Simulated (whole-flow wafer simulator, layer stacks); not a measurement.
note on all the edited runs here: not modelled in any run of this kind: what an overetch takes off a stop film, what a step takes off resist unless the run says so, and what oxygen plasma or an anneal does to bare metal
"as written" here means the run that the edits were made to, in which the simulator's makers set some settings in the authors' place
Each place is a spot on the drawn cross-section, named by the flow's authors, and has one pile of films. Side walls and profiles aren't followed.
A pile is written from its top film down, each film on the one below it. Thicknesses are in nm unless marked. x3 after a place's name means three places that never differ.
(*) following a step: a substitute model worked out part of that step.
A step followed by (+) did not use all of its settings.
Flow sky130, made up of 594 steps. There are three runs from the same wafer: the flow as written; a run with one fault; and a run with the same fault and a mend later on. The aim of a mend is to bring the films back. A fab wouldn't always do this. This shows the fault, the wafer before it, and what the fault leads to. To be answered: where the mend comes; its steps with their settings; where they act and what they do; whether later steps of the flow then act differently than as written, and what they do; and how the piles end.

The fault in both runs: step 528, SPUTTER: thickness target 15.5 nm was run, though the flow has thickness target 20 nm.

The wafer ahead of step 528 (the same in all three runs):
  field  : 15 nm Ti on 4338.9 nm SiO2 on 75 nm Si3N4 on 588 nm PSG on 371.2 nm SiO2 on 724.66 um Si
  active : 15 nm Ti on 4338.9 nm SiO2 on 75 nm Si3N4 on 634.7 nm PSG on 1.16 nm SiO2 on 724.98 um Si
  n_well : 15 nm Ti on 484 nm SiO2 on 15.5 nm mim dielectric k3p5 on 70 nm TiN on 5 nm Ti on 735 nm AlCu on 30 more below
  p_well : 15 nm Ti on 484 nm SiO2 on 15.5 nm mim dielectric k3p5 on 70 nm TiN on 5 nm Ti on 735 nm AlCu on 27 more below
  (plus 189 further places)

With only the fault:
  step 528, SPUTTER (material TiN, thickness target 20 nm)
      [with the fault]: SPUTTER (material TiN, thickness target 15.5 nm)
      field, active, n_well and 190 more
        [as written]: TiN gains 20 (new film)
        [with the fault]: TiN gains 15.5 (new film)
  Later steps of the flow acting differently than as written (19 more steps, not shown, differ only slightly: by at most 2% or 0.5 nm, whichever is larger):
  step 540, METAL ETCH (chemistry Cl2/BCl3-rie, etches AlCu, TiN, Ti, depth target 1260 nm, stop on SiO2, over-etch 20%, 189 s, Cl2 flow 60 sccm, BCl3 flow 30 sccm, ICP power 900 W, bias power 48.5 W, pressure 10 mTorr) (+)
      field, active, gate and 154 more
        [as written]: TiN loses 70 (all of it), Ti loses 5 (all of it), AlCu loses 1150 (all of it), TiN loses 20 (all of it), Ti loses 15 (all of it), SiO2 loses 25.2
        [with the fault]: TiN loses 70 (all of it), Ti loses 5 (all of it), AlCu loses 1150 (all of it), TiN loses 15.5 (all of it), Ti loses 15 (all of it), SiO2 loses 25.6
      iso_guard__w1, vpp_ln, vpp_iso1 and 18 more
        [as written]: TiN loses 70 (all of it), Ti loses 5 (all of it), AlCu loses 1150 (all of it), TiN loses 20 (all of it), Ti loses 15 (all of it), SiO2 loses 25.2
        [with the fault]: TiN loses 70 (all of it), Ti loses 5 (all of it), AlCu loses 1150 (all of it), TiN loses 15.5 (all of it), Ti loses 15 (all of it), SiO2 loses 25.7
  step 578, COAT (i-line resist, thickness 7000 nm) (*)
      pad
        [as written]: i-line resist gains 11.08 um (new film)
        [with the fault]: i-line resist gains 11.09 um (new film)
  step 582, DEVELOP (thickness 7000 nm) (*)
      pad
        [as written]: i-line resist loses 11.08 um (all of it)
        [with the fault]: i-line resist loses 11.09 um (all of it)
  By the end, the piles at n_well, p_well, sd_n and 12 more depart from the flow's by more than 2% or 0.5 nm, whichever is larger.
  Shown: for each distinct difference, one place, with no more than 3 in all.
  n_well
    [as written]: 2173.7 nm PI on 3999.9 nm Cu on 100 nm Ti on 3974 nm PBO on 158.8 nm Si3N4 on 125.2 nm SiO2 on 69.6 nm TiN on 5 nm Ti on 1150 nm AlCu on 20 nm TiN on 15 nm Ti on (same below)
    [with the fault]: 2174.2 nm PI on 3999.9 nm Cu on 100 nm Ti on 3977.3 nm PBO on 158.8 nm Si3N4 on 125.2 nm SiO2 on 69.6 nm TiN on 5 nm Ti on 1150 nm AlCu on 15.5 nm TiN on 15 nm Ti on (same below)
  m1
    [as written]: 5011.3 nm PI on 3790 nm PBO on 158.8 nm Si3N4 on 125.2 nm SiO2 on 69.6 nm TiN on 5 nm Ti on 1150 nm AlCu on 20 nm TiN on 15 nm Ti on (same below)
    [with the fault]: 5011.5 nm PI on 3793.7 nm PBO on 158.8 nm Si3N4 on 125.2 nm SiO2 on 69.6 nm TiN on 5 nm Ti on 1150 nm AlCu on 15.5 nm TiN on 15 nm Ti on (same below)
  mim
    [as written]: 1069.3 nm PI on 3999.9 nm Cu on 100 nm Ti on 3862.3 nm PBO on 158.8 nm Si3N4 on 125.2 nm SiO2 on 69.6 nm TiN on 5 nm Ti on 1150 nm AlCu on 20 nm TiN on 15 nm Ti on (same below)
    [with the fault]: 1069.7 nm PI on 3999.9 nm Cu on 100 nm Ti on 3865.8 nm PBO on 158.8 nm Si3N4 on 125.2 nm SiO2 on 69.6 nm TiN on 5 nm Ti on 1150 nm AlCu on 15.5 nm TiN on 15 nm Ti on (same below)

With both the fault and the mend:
  The mend follows step 528.
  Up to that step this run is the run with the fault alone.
  step 528a, SPUTTER (material TiN, thickness target 4.5 nm) (the flow's step 528, run once more with other settings)
      field, active, n_well and 190 more
        TiN gains 4.5
  None of the later steps of the flow acts differently than as written at any place that is followed.
  By the end, the piles equal the flow's at every place that both follow.
